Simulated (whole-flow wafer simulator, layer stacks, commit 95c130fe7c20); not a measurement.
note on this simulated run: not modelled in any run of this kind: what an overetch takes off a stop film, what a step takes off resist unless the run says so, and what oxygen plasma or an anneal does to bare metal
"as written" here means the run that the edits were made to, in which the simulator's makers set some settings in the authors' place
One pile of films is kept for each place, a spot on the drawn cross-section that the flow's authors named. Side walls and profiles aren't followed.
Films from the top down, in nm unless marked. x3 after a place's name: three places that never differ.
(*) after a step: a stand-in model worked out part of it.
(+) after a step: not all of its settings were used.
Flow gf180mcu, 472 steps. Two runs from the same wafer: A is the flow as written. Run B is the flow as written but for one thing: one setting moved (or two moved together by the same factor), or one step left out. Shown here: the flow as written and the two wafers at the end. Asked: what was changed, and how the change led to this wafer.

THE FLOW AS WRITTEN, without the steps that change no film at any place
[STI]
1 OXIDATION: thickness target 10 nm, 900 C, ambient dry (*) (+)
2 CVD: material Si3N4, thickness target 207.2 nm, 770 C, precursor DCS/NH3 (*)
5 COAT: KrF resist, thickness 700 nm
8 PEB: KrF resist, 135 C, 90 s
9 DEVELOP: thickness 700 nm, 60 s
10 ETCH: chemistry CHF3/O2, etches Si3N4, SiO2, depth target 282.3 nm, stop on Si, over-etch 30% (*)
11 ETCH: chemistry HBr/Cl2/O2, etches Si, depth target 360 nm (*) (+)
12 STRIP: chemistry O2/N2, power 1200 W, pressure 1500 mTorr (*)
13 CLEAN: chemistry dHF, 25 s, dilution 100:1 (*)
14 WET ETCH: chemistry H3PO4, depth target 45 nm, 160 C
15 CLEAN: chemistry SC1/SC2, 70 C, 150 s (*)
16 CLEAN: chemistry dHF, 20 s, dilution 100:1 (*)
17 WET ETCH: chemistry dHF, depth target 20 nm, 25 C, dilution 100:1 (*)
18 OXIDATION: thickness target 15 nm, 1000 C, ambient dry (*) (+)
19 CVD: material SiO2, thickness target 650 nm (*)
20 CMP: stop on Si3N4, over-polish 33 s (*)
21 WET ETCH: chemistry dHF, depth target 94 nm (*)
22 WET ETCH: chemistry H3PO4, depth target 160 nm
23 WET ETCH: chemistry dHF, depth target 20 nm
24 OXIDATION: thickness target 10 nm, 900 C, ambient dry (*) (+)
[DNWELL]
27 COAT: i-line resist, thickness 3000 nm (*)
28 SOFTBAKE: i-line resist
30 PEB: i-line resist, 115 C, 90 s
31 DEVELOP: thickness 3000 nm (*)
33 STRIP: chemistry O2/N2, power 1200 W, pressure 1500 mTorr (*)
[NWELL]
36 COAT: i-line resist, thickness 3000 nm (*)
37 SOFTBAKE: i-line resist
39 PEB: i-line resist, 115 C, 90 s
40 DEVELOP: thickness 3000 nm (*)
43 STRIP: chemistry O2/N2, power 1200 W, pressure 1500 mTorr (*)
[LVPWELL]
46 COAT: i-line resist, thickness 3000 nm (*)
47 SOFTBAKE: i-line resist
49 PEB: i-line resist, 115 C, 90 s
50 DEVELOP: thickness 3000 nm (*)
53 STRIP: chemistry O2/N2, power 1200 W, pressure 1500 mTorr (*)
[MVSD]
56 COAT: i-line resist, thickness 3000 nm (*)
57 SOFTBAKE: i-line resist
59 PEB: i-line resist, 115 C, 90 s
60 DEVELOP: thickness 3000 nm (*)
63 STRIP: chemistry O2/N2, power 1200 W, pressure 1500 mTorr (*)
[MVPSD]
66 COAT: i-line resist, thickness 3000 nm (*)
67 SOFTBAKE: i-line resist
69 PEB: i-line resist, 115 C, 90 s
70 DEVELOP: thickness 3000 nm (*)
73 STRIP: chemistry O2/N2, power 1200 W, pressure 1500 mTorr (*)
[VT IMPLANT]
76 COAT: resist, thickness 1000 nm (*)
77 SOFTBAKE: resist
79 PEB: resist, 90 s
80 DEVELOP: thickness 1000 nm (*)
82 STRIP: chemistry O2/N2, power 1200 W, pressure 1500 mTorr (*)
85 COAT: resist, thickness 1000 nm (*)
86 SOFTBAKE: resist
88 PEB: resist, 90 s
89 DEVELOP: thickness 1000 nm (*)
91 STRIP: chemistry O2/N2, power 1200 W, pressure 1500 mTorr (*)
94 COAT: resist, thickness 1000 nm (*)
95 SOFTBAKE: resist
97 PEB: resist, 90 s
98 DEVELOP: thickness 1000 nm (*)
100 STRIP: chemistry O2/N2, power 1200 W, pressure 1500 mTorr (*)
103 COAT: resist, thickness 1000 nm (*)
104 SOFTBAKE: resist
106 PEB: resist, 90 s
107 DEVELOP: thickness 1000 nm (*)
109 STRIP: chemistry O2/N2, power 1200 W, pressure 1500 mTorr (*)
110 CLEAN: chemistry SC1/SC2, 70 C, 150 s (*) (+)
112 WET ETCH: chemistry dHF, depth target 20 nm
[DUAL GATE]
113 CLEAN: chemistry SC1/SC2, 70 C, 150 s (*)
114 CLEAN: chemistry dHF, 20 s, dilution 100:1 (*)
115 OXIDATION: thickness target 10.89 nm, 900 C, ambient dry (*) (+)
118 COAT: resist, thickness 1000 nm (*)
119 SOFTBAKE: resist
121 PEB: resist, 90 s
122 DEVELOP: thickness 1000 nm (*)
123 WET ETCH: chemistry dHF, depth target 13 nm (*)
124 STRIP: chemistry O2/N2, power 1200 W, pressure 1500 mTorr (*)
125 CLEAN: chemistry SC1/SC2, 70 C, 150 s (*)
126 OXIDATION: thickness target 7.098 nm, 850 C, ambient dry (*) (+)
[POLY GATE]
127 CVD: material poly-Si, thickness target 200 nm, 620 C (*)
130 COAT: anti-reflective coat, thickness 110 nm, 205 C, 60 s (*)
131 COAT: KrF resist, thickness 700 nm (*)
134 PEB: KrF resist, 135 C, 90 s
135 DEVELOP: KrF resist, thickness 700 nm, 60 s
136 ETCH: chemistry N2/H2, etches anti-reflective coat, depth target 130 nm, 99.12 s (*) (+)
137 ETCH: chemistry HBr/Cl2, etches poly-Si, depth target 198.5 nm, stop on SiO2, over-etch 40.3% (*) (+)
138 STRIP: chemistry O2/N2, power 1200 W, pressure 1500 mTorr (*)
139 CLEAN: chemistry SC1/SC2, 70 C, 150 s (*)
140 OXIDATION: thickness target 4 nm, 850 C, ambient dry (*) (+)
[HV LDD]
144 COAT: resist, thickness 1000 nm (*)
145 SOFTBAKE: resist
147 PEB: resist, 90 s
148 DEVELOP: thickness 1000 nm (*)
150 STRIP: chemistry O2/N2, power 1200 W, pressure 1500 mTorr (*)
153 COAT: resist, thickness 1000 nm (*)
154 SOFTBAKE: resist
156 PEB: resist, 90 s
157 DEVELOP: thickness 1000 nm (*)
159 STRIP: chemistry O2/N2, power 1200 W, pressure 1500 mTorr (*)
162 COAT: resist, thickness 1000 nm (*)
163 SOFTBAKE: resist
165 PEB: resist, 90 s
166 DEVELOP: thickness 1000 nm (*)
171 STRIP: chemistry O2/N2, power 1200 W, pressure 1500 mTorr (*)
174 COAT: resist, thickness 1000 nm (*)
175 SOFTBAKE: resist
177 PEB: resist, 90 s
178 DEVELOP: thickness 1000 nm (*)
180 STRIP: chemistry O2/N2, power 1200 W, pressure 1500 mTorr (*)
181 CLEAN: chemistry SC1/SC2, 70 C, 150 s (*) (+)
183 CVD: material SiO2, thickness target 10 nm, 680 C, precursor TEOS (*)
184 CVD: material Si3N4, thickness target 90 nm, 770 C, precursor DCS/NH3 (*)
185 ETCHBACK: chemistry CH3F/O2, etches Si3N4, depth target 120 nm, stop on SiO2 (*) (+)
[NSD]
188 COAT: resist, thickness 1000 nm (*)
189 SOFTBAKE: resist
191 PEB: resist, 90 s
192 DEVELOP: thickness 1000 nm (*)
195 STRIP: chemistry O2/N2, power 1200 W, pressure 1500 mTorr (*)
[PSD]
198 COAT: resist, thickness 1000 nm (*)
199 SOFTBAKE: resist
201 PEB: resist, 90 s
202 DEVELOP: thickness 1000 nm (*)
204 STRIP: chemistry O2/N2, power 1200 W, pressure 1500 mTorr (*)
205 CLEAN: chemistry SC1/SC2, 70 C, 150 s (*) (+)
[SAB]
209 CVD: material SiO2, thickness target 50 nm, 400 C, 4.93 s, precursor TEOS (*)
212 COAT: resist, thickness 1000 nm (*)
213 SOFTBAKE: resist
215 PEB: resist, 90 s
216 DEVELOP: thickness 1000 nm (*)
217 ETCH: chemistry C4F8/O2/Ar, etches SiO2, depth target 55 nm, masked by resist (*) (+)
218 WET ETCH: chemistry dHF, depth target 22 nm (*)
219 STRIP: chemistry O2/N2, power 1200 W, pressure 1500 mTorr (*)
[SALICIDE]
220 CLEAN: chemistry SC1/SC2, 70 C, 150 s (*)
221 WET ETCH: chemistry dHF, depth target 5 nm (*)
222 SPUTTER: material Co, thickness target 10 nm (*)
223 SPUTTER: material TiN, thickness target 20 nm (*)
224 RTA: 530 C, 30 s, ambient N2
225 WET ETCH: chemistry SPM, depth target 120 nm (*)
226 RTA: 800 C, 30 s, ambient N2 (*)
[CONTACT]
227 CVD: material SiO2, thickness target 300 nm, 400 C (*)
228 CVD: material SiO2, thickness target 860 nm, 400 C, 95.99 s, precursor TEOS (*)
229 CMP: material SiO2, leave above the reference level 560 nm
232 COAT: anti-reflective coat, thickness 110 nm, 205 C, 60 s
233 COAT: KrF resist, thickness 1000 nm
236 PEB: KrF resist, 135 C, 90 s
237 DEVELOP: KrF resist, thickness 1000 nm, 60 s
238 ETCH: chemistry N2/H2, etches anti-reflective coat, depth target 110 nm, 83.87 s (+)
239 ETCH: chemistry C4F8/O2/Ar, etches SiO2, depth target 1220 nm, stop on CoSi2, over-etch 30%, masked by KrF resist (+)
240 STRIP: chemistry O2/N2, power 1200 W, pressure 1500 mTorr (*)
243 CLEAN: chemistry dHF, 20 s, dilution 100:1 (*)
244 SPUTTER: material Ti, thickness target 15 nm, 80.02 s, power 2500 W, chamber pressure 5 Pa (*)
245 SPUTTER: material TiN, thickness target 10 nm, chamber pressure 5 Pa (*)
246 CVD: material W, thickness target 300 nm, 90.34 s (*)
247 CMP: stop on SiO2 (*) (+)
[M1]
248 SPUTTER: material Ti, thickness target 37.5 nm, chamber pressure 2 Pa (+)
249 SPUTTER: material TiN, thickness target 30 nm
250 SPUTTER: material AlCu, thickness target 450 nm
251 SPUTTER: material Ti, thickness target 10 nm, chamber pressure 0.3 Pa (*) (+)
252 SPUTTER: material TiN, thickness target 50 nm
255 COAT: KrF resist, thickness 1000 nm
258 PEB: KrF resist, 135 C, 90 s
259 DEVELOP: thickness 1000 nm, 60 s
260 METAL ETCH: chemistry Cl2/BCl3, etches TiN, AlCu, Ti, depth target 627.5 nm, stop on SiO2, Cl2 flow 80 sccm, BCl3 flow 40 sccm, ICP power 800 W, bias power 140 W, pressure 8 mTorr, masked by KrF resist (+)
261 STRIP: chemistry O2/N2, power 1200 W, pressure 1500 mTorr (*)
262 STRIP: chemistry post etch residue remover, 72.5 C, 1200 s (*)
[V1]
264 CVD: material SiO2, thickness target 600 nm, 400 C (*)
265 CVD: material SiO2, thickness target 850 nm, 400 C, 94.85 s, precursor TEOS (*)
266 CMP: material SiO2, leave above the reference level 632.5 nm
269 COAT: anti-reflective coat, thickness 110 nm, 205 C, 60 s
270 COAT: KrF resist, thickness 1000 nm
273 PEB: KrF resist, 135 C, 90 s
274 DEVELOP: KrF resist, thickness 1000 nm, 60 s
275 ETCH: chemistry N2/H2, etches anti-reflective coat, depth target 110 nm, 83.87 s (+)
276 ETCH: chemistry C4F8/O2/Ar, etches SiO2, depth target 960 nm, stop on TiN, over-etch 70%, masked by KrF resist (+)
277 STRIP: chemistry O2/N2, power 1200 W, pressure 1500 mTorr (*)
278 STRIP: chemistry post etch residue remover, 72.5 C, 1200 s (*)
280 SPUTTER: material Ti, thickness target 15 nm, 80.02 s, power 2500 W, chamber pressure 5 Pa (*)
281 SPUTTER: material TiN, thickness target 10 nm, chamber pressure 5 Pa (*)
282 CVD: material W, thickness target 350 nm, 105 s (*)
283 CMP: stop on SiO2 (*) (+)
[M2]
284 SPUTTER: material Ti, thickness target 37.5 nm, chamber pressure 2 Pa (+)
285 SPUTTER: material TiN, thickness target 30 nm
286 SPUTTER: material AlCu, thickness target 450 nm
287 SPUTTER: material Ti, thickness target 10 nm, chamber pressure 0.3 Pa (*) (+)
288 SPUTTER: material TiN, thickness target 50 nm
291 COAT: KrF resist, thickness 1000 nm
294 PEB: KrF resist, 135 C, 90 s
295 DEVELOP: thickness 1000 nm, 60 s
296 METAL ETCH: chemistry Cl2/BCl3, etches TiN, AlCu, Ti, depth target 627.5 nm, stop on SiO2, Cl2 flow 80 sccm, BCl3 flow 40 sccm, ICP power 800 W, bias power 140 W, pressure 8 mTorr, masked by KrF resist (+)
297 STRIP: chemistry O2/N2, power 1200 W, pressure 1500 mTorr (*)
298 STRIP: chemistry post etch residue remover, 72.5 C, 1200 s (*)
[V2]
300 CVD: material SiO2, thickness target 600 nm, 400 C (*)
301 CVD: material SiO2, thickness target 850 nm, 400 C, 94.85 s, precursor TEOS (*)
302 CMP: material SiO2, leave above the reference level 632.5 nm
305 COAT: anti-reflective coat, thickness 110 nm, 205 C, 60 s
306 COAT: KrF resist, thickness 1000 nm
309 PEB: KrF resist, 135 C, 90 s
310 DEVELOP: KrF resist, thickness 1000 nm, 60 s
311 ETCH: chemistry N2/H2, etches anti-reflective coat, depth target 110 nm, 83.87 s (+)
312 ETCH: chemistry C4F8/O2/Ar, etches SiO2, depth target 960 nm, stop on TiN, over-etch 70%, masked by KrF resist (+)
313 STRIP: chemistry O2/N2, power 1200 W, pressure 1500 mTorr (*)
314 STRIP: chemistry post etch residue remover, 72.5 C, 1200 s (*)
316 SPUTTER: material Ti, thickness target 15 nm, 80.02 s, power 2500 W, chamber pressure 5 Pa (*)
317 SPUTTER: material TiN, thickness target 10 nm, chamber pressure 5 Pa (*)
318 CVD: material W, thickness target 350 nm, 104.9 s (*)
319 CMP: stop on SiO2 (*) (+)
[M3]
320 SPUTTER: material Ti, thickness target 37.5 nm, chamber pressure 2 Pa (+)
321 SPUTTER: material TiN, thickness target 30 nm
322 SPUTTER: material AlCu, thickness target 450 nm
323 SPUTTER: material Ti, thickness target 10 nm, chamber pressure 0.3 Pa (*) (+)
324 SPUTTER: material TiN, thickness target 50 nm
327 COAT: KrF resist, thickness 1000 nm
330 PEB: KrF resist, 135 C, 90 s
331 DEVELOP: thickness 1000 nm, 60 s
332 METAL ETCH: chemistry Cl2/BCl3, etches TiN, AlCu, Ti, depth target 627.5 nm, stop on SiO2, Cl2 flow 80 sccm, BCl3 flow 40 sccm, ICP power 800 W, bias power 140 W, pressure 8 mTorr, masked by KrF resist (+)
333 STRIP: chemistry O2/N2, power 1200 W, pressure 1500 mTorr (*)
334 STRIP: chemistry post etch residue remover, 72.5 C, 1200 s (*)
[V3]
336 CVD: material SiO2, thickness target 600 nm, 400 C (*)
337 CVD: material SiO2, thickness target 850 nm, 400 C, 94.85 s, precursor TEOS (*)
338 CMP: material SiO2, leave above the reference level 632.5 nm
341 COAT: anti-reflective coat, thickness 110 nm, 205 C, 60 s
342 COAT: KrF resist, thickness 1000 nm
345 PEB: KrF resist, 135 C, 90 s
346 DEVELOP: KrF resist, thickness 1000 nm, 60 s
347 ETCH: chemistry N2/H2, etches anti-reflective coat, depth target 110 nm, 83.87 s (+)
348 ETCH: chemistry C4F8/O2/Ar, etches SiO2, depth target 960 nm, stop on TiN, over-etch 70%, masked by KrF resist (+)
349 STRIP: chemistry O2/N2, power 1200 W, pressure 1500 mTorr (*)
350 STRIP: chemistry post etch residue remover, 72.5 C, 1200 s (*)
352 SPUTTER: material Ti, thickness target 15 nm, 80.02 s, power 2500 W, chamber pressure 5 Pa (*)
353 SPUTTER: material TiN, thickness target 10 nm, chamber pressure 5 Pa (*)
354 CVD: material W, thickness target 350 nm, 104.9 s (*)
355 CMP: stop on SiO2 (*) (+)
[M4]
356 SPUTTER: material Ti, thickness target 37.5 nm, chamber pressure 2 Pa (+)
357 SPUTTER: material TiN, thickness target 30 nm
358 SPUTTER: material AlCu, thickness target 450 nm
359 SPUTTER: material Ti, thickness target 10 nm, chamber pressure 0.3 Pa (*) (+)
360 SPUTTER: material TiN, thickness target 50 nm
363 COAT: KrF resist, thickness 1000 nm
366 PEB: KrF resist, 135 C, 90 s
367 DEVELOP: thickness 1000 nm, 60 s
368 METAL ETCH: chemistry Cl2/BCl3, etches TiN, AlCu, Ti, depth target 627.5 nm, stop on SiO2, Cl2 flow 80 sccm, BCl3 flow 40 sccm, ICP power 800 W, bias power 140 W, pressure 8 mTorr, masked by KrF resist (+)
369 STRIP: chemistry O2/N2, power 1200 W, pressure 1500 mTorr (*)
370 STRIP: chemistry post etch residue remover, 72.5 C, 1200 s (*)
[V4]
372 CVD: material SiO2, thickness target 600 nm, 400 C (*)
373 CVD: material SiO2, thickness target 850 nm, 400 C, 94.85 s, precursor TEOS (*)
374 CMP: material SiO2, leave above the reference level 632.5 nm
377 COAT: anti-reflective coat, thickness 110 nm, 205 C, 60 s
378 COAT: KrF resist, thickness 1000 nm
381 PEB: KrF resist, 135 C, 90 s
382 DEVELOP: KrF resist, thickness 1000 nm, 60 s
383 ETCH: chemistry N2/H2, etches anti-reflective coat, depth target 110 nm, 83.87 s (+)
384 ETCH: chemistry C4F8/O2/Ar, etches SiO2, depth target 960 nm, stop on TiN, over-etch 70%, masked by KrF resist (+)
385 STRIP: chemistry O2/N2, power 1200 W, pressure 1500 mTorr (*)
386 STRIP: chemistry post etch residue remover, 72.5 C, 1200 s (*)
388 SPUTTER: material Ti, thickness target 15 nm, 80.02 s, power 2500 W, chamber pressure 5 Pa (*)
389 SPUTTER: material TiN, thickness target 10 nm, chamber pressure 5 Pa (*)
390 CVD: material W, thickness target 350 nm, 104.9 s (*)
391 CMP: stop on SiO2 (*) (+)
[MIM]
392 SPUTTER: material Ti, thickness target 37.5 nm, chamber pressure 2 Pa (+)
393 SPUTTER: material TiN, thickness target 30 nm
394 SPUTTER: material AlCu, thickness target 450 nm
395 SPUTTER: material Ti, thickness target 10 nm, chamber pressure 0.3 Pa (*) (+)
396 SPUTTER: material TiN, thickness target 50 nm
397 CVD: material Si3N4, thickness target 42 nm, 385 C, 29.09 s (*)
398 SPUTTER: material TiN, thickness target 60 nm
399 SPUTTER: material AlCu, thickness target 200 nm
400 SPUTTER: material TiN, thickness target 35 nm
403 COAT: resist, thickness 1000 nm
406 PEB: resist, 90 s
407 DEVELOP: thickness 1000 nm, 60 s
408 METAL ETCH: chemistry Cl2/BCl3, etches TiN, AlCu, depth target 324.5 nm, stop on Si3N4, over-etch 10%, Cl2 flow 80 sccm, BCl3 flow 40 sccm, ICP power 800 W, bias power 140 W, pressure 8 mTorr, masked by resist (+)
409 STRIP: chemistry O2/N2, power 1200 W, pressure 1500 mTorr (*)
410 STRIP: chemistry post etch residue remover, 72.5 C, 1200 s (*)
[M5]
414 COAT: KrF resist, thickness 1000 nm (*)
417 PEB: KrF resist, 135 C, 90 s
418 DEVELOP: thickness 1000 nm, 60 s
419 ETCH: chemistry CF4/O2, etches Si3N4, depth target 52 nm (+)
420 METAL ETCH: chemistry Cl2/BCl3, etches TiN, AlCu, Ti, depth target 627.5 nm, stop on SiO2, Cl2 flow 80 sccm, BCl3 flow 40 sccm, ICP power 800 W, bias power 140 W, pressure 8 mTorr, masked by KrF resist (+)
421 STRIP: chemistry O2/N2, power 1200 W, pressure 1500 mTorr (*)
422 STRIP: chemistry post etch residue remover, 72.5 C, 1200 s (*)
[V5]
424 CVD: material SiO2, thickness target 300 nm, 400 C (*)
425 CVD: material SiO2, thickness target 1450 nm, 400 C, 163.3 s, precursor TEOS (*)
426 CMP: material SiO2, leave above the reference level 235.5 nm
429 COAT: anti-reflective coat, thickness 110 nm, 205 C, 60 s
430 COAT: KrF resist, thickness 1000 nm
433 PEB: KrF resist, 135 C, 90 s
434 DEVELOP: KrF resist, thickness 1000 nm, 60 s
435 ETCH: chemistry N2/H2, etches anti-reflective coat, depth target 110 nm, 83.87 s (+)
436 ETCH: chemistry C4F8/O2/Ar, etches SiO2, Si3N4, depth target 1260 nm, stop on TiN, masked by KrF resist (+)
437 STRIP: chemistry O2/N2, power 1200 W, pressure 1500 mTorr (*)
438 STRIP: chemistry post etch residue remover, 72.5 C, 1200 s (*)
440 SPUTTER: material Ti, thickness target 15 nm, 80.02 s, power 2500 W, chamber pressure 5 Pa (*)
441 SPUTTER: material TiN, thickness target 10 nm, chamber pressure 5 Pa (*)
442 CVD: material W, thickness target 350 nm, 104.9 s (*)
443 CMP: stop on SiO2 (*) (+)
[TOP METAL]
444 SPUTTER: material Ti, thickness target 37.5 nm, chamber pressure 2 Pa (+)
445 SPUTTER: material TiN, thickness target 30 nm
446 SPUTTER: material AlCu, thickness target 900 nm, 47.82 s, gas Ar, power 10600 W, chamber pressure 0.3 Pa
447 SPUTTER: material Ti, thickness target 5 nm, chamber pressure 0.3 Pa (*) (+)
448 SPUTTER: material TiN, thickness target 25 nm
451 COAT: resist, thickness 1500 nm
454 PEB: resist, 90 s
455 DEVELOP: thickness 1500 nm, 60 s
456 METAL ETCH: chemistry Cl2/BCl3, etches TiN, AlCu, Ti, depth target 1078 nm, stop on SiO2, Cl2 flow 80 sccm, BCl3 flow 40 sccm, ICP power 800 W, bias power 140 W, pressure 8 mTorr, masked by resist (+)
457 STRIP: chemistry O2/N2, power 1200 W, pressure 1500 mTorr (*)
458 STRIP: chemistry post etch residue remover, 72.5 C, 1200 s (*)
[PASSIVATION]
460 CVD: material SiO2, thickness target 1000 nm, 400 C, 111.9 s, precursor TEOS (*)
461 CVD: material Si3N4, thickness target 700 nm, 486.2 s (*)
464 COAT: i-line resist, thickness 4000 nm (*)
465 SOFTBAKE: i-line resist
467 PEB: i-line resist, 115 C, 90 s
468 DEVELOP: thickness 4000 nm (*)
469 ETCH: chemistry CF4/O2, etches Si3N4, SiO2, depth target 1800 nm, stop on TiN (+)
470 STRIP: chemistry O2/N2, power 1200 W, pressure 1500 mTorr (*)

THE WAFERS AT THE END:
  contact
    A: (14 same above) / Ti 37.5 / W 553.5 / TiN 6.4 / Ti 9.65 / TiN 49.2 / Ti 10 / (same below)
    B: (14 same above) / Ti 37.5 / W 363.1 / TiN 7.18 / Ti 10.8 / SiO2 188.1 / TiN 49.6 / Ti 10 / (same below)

The cause: step 384, ETCH: depth target 384 nm was run, where the flow has depth target 960 nm.

How the change led to this, step by step:
  384 ETCH: chemistry C4F8/O2/Ar, etches SiO2, depth target 960 nm, stop on TiN, over-etch 70%, masked by KrF resist (+)
      contact: A SiO2 -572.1 (all of it) | B SiO2 -384
      field, field__w1, field__w2 and 107 more: A KrF resist -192 | B KrF resist -76.8
  385 STRIP: chemistry O2/N2, power 1200 W, pressure 1500 mTorr (*)
      field, field__w1, field__w2 and 107 more: A KrF resist -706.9 (all of it), anti-reflective coat -110 (all of it) | B KrF resist -822.1 (all of it), anti-reflective coat -110 (all of it)
  388 SPUTTER: material Ti, thickness target 15 nm, 80.02 s, power 2500 W, chamber pressure 5 Pa (*)
      contact: A Ti +9.65 (new film) | B Ti +10.8 (new film)
  389 SPUTTER: material TiN, thickness target 10 nm, chamber pressure 5 Pa (*)
      contact: A TiN +6.4 (new film) | B TiN +7.18 (new film)
  390 CVD: material W, thickness target 350 nm, 104.9 s (*)
      contact: A W +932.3 (new film) | B W +741.9 (new film)
Counting metal films that touch as one body, contact has 2 bodies (between them, from the top down: SiO2 188.1); the flow as written gives 1 body.
